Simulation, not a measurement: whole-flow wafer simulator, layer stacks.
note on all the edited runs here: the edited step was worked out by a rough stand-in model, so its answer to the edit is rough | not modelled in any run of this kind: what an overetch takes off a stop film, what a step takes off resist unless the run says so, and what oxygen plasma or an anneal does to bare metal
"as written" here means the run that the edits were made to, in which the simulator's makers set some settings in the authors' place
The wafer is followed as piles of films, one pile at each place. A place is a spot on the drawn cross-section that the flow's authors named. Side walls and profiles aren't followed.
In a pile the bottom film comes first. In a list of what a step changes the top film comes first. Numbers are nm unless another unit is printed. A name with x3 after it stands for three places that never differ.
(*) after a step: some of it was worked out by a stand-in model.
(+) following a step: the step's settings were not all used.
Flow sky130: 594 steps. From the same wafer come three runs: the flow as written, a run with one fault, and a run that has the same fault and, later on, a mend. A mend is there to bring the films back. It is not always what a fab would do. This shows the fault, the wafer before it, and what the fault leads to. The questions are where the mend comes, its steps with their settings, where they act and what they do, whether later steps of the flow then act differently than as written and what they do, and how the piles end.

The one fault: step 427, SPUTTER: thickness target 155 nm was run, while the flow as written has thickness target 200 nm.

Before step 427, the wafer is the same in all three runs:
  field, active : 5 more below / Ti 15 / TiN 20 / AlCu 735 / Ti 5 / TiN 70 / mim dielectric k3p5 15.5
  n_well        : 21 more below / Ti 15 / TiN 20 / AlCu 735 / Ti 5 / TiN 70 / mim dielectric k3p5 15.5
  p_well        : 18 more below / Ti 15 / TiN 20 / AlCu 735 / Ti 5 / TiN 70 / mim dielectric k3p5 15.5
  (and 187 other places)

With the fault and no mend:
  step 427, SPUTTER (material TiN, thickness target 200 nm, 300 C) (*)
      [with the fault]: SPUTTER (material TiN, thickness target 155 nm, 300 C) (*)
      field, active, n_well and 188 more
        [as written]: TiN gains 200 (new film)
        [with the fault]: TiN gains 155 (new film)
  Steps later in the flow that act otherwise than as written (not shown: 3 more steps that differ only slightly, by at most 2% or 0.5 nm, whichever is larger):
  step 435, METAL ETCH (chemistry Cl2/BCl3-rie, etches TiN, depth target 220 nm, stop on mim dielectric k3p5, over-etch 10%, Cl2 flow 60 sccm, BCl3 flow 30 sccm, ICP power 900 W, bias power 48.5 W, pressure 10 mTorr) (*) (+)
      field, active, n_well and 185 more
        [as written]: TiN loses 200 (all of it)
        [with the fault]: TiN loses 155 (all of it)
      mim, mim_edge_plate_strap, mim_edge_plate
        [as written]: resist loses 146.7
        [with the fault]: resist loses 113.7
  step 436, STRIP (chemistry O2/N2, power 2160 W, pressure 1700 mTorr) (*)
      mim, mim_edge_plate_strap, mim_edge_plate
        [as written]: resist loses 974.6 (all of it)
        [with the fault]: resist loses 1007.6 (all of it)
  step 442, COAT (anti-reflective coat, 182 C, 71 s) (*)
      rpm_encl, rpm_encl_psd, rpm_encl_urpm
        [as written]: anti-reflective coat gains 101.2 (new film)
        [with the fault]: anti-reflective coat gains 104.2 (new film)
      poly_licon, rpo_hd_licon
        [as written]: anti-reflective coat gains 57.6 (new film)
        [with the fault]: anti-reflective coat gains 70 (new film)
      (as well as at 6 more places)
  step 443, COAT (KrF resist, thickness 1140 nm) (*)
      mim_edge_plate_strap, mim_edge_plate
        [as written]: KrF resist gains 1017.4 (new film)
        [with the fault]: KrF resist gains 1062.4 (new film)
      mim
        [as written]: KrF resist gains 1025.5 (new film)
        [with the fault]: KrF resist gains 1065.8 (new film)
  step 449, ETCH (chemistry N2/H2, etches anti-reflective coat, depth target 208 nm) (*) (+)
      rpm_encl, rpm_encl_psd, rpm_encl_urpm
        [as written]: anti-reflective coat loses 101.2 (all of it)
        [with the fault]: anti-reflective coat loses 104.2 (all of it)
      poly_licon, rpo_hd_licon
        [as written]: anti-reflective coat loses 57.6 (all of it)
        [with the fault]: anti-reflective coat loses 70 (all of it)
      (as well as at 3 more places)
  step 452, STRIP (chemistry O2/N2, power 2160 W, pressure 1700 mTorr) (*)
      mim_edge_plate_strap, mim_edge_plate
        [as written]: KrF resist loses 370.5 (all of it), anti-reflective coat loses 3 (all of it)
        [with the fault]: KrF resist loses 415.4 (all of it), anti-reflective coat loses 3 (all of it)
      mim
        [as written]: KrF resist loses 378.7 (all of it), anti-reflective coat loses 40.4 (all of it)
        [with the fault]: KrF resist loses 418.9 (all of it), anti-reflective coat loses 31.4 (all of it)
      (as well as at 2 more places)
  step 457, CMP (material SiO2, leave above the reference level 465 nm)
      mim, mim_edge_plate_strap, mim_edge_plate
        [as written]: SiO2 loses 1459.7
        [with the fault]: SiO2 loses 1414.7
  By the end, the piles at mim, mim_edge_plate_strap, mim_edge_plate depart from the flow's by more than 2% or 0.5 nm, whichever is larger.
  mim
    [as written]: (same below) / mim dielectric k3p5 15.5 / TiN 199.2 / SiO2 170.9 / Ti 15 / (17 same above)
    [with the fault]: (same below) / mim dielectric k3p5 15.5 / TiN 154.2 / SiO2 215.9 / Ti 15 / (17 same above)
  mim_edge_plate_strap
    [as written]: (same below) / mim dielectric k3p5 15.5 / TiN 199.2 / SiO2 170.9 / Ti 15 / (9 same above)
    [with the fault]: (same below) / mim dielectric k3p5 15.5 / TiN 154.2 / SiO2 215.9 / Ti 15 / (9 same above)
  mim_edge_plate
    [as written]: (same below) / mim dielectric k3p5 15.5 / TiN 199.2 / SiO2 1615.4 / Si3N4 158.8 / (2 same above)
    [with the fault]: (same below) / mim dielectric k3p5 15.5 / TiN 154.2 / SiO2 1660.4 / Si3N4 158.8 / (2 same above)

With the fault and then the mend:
  The mend stands after step 427.
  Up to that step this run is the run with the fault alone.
  step 427a, SPUTTER (material TiN, thickness target 45 nm, 300 C) (*) (the flow's step 427, run once more with other settings)
      field, active, n_well and 188 more
        TiN gains 45
  Later steps of the flow that are run all act as written at every place that is followed.
  By the end, the piles equal the flow's at every place that both follow.
